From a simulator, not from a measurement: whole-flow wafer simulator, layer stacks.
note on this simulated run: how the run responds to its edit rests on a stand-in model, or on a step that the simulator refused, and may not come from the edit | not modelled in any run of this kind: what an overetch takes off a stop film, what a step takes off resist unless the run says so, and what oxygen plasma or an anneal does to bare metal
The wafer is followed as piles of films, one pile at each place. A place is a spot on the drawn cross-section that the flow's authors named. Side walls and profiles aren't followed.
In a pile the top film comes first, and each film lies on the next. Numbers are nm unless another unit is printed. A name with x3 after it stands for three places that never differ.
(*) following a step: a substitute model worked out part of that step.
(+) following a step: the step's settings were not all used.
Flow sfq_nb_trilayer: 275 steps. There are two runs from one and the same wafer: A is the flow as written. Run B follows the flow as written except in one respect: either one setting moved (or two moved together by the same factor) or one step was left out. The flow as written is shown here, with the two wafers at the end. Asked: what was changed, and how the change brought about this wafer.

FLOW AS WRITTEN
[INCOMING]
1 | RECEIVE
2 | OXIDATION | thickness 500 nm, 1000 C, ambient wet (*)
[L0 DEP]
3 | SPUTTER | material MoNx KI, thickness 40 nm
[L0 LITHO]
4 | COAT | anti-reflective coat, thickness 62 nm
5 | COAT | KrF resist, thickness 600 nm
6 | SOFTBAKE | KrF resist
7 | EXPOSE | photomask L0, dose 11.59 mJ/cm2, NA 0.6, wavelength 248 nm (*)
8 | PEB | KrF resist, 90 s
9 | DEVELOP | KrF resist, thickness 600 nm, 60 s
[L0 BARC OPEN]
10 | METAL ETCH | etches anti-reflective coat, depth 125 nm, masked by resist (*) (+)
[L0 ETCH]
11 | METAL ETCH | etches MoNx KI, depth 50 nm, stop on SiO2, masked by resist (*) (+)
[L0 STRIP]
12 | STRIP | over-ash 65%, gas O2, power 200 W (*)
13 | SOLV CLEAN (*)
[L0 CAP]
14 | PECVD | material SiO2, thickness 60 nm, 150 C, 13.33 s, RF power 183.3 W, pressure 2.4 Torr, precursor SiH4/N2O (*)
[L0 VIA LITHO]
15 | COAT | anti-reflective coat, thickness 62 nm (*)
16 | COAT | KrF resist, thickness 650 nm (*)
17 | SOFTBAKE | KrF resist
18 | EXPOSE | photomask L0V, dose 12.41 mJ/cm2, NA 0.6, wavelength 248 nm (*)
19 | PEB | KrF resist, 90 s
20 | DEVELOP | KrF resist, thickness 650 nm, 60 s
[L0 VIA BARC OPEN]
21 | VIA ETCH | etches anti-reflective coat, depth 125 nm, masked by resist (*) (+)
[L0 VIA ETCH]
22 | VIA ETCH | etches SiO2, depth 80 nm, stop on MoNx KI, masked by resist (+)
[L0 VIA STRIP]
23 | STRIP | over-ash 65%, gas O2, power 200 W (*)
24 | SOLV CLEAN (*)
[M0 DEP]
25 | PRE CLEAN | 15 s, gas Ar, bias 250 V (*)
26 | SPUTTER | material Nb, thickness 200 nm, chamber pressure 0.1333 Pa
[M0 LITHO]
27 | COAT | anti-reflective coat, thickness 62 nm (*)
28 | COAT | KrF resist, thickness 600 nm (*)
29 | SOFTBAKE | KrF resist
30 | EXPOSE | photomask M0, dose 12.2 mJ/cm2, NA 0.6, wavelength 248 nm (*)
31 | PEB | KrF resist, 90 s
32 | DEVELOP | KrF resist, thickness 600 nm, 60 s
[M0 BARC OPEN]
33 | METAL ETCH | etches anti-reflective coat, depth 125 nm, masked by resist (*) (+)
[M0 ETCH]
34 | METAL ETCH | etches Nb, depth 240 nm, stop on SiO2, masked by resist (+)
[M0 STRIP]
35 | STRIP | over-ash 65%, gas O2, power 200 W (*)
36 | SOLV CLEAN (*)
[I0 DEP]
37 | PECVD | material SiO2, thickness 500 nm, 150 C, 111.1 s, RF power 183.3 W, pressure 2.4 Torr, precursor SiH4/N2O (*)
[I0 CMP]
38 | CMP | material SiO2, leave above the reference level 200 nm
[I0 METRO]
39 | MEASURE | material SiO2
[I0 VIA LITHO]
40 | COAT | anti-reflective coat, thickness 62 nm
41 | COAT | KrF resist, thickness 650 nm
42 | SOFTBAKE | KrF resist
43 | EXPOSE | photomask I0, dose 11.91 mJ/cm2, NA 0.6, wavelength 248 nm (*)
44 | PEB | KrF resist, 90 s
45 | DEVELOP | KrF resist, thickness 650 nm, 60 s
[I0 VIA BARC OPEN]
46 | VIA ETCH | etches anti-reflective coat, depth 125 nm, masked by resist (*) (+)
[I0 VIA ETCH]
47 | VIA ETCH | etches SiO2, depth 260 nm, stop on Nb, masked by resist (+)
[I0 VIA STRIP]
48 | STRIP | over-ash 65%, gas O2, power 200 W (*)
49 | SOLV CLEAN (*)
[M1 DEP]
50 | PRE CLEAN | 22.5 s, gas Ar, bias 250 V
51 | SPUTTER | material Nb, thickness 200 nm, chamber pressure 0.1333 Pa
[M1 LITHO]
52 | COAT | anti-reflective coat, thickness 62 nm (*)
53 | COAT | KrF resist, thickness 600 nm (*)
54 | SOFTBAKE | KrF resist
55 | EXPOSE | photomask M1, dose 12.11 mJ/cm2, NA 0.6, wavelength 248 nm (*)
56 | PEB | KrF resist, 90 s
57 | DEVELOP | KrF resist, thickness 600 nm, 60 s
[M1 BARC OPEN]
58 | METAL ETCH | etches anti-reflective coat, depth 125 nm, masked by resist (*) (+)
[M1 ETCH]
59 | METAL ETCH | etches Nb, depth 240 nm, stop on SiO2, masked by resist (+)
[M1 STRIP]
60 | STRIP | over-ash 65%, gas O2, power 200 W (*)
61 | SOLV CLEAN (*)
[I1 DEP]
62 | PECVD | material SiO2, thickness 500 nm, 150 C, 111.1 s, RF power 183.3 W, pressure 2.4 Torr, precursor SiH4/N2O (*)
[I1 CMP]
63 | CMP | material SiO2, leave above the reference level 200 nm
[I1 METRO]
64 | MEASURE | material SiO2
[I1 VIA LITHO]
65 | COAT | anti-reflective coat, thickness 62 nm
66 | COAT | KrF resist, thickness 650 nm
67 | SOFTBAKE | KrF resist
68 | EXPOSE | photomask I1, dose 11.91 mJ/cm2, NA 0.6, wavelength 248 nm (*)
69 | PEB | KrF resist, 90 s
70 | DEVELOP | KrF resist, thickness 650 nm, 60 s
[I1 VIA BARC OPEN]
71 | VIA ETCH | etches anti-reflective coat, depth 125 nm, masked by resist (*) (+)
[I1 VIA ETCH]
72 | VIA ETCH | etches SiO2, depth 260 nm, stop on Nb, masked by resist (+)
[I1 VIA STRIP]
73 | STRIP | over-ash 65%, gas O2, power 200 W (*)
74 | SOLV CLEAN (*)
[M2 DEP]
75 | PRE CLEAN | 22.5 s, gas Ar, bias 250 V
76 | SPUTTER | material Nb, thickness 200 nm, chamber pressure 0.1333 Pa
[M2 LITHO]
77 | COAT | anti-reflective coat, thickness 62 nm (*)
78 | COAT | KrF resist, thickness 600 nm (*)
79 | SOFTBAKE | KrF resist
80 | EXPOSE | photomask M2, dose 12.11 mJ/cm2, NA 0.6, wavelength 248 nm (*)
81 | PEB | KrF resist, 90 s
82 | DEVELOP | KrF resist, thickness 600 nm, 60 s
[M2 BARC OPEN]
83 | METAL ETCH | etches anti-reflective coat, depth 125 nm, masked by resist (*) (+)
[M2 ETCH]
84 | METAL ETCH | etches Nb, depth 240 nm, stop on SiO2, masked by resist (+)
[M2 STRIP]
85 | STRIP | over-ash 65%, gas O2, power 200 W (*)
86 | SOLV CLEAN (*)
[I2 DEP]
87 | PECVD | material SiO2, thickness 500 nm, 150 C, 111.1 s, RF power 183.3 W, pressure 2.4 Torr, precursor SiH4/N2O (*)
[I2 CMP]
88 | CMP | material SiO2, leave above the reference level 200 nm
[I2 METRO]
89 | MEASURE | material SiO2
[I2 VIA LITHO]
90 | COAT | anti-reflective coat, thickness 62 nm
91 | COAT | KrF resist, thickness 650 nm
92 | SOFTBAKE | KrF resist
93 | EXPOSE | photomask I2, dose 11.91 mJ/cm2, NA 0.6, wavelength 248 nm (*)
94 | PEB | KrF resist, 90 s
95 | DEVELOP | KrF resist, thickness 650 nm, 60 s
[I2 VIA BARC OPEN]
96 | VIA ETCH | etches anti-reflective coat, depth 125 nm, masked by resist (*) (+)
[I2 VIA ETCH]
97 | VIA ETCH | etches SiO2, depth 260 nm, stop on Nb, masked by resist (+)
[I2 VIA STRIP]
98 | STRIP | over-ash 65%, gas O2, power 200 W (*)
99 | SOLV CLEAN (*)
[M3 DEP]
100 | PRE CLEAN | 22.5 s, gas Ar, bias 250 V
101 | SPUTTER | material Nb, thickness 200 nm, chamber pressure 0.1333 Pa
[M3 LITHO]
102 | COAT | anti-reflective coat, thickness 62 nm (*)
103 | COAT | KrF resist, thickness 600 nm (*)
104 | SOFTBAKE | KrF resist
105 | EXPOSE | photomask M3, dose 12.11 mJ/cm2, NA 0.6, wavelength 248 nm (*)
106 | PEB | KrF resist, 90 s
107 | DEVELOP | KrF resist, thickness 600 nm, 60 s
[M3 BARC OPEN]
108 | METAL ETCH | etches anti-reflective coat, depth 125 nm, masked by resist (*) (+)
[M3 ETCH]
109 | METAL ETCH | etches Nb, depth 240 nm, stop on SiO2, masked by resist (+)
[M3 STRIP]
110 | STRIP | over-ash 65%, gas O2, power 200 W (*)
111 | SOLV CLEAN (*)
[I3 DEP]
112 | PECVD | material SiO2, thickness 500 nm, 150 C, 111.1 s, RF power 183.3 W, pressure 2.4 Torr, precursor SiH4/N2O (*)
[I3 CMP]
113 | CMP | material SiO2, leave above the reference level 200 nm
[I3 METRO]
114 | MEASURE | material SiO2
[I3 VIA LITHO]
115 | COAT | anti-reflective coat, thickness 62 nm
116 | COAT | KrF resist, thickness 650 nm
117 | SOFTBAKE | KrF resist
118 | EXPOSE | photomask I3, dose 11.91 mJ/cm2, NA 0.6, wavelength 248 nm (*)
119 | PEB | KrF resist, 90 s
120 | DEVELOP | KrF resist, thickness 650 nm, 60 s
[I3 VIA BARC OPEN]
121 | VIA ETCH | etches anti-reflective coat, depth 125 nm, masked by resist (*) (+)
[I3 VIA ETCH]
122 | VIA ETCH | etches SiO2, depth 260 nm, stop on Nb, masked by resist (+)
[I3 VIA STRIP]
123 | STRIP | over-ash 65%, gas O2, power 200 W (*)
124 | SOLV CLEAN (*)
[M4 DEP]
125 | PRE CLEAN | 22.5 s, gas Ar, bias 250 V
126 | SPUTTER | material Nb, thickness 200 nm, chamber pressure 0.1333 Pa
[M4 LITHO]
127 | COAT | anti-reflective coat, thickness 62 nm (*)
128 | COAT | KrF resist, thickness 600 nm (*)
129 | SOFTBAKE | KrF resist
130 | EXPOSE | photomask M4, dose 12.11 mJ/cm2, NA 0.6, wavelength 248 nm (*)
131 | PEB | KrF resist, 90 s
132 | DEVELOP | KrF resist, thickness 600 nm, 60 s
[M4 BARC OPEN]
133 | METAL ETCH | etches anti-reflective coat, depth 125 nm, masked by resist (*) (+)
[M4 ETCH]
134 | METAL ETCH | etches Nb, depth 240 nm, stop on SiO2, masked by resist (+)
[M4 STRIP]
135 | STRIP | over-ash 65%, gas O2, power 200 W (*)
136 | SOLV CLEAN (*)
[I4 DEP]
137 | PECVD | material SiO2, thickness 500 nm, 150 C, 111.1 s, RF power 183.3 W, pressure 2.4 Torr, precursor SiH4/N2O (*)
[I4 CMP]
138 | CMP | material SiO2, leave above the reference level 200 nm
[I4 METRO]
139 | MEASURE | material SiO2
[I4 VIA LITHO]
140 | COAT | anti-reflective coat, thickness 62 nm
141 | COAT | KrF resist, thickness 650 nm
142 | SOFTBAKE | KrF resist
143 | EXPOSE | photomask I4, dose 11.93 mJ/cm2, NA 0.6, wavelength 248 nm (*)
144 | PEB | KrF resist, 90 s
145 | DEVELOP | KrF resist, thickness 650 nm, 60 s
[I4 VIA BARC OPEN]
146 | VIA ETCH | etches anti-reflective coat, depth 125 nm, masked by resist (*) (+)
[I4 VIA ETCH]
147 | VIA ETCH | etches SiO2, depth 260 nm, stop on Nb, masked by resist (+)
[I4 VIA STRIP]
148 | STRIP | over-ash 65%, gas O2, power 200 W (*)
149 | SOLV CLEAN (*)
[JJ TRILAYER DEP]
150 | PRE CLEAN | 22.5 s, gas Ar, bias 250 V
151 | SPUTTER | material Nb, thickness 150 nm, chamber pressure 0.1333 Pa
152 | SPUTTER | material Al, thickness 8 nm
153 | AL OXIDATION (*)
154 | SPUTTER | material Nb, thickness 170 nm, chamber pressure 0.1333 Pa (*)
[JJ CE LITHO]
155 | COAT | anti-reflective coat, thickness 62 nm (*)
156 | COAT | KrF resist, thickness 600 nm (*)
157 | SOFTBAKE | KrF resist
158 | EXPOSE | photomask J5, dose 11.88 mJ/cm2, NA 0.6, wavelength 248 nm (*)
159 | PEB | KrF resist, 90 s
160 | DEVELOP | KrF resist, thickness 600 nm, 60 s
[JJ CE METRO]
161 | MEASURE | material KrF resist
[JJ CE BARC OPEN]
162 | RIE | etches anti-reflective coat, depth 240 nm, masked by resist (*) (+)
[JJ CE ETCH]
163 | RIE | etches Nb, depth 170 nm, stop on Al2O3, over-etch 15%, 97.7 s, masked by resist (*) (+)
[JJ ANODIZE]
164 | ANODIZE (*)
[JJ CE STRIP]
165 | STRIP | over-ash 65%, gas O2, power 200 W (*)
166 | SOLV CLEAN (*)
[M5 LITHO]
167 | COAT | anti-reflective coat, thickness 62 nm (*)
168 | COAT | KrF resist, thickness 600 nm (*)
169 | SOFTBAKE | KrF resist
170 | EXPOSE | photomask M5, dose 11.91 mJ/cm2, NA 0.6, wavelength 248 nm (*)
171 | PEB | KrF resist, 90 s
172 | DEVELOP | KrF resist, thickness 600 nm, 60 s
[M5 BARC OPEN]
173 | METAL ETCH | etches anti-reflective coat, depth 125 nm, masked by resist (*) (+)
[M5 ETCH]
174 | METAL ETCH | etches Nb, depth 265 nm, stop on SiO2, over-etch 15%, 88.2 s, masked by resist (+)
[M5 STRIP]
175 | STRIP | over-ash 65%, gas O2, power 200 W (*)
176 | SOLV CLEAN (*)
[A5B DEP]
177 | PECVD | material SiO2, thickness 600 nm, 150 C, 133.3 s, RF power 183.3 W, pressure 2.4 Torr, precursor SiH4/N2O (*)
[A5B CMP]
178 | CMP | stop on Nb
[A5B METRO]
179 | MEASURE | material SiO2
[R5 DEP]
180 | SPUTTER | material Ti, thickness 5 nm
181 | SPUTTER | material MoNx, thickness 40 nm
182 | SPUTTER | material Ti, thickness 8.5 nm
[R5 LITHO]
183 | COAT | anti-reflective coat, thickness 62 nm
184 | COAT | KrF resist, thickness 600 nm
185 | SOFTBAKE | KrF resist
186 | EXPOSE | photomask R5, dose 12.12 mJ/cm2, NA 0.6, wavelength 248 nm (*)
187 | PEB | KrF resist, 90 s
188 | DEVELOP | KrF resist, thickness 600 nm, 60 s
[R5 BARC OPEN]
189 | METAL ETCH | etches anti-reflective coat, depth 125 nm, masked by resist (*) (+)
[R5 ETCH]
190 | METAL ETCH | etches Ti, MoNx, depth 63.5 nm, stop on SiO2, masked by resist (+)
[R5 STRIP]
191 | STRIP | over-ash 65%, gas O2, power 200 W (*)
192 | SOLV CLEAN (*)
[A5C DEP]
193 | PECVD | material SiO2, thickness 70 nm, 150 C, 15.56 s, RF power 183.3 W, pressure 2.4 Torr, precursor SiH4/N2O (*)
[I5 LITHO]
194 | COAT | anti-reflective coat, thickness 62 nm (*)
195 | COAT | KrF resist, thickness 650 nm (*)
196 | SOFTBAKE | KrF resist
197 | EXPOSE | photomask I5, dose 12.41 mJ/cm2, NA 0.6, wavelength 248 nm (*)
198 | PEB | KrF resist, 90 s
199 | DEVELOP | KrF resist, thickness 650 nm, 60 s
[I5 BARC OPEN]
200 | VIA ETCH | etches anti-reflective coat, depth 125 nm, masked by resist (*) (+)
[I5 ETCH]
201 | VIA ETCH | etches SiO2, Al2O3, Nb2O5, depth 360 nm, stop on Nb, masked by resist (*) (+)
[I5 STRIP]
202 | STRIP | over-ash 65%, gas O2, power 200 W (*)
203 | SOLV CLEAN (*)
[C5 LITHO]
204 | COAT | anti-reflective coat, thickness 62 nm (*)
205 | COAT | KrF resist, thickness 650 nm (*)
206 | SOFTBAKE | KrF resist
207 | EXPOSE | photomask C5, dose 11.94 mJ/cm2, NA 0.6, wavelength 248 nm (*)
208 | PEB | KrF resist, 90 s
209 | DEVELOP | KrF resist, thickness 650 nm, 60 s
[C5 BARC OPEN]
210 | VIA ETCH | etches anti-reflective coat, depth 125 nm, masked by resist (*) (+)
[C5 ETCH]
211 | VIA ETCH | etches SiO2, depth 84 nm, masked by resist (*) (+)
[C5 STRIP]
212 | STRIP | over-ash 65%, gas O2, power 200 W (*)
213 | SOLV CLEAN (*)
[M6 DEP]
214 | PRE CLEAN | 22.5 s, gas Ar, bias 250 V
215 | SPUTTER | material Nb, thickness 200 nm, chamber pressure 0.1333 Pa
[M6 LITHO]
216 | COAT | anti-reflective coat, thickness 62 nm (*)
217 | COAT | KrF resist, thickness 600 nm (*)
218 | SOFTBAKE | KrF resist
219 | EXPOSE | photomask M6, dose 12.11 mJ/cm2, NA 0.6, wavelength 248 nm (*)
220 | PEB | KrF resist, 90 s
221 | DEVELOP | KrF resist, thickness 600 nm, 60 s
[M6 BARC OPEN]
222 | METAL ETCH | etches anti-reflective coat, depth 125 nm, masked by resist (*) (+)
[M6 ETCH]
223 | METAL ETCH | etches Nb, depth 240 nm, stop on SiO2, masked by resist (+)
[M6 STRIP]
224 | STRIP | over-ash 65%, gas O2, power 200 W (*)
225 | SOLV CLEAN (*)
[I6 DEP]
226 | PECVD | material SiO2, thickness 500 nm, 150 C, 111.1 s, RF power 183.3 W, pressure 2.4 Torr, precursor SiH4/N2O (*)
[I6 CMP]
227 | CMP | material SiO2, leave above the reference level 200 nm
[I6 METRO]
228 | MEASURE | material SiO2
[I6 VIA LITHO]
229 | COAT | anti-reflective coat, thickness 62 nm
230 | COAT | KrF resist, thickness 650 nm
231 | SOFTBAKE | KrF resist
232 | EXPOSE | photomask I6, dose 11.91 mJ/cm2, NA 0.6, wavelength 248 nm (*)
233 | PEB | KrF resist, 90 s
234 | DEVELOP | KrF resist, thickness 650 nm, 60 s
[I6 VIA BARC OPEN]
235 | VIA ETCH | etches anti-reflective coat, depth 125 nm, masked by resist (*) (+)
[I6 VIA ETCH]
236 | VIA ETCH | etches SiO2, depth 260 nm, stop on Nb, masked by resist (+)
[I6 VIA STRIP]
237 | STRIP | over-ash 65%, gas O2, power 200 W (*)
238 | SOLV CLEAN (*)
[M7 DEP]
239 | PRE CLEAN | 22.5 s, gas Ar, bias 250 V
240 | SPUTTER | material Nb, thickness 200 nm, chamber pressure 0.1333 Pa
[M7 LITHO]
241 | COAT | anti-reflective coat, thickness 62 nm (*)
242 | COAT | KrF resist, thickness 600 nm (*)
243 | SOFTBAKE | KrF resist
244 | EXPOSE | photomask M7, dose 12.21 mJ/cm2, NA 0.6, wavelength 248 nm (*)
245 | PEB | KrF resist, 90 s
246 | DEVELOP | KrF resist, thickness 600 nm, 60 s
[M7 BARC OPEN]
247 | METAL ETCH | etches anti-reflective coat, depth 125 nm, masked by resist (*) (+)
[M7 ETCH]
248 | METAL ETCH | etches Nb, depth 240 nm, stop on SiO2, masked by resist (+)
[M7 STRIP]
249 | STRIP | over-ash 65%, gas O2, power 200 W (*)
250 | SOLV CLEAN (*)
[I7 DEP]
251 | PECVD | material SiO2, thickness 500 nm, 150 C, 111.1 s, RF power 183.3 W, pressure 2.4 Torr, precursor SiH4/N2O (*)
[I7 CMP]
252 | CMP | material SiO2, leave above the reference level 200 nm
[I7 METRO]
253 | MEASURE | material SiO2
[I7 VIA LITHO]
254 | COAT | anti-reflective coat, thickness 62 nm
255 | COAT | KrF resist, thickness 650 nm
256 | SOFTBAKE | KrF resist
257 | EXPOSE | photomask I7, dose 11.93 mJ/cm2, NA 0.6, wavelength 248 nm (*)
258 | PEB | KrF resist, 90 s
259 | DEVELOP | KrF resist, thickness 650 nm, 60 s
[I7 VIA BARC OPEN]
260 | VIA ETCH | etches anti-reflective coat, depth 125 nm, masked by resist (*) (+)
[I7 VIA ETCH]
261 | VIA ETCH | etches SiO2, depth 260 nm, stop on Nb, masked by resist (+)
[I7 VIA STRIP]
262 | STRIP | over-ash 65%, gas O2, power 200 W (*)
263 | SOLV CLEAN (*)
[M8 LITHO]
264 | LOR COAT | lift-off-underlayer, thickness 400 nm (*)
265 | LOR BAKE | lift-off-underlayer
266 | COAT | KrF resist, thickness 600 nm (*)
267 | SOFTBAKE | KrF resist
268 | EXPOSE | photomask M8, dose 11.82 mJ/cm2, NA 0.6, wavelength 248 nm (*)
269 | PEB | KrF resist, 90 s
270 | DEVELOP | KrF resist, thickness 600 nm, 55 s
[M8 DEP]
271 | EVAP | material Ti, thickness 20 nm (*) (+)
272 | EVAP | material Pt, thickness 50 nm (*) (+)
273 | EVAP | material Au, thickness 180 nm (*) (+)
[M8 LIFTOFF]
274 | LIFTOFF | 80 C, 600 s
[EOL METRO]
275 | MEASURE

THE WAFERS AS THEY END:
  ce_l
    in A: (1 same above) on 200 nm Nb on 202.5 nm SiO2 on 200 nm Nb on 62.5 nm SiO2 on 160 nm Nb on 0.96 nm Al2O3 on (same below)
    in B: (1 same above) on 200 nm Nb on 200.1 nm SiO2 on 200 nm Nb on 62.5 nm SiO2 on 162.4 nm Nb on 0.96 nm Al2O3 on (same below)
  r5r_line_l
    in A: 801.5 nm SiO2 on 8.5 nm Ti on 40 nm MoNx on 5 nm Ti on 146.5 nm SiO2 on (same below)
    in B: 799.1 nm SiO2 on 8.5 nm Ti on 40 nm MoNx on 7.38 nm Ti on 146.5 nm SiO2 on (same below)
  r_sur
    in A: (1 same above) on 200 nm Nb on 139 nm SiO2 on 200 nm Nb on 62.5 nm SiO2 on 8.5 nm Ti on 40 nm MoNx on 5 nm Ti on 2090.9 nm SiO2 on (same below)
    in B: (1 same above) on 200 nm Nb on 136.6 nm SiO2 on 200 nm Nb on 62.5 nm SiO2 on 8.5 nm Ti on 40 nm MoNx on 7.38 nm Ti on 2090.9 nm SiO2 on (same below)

What caused this: step 180, SPUTTER: thickness 7.38 nm was run, while the flow as written has thickness 5 nm.
The wafer lets one read it off: r5r_line_l has Ti 7.38, and step 180 as written asks for 5 nm.

How this came from the change, step by step:
  180 | SPUTTER | material Ti, thickness 5 nm
      field_l, v_sur, via_wl and 103 more: A +5 Ti (new film) | B +7.38 Ti (new film)
  190 | METAL ETCH | etches Ti, MoNx, depth 63.5 nm, stop on SiO2, masked by resist (+)
      field_l, v_sur, via_wl and 92 more: A -8.5 Ti (all of it), -40 MoNx (all of it), -5 Ti (all of it) | B -8.5 Ti (all of it), -40 MoNx (all of it), -7.38 Ti (all of it)
      ce_l, c5j, ce_r, wl_jj: A -8.5 Ti (all of it), -40 MoNx (all of it), -5 Ti (all of it), -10 Nb | B -8.5 Ti (all of it), -40 MoNx (all of it), -7.38 Ti (all of it), -7.62 Nb
